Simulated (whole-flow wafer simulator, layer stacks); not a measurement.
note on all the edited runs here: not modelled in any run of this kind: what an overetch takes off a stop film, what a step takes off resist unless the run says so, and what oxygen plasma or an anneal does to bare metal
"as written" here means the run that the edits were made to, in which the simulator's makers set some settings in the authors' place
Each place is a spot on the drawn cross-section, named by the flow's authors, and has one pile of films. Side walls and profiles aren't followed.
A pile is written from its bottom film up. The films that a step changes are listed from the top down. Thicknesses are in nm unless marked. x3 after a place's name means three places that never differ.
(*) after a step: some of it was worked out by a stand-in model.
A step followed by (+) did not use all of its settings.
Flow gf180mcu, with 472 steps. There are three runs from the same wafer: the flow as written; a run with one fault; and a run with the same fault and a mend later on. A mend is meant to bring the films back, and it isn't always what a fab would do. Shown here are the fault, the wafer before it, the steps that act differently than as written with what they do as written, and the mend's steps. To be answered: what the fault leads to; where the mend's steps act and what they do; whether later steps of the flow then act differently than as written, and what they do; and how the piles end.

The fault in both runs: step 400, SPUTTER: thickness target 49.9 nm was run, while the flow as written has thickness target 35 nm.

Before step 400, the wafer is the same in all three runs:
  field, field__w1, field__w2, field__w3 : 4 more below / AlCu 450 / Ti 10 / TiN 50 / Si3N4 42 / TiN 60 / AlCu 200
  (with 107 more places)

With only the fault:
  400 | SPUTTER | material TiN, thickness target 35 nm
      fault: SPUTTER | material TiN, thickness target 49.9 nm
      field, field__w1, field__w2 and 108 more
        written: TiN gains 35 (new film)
        fault: TiN gains 49.9 (new film)
  Steps later in the flow that act otherwise than as written (7 more steps, not shown, differ only slightly: by at most 2% or 0.5 nm, whichever is larger):
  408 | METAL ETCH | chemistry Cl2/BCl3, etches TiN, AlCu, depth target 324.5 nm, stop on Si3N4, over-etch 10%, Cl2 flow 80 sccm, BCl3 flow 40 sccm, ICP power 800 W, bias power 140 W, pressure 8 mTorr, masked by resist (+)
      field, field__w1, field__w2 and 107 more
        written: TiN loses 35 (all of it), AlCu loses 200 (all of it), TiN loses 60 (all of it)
        fault: TiN loses 49.9 (all of it), AlCu loses 200 (all of it), TiN loses 60 (all of it)
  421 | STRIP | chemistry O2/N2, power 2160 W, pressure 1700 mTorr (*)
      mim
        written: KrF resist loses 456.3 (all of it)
        fault: KrF resist loses 445.2 (all of it)
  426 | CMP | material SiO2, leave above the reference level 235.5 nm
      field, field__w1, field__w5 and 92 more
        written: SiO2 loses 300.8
        fault: SiO2 loses 285.9
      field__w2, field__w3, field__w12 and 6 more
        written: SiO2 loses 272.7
        fault: SiO2 loses 257.8
  By the end, the piles at mim depart from the flow's by more than 2% or 0.5 nm, whichever is larger.
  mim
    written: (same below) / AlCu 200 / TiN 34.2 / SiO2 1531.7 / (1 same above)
    fault: (same below) / AlCu 200 / TiN 49.1 / SiO2 1531.7 / (1 same above)

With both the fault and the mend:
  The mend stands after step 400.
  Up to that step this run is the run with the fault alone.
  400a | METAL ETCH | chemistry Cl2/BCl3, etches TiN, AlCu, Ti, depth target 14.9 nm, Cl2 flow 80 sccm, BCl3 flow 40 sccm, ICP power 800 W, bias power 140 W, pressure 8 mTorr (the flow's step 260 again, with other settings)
      field, field__w1, field__w2 and 108 more
        TiN loses 14.9
  None of the later steps of the flow acts differently than as written at any place that is followed.
  By the end, the piles equal the flow's at every place that both follow.
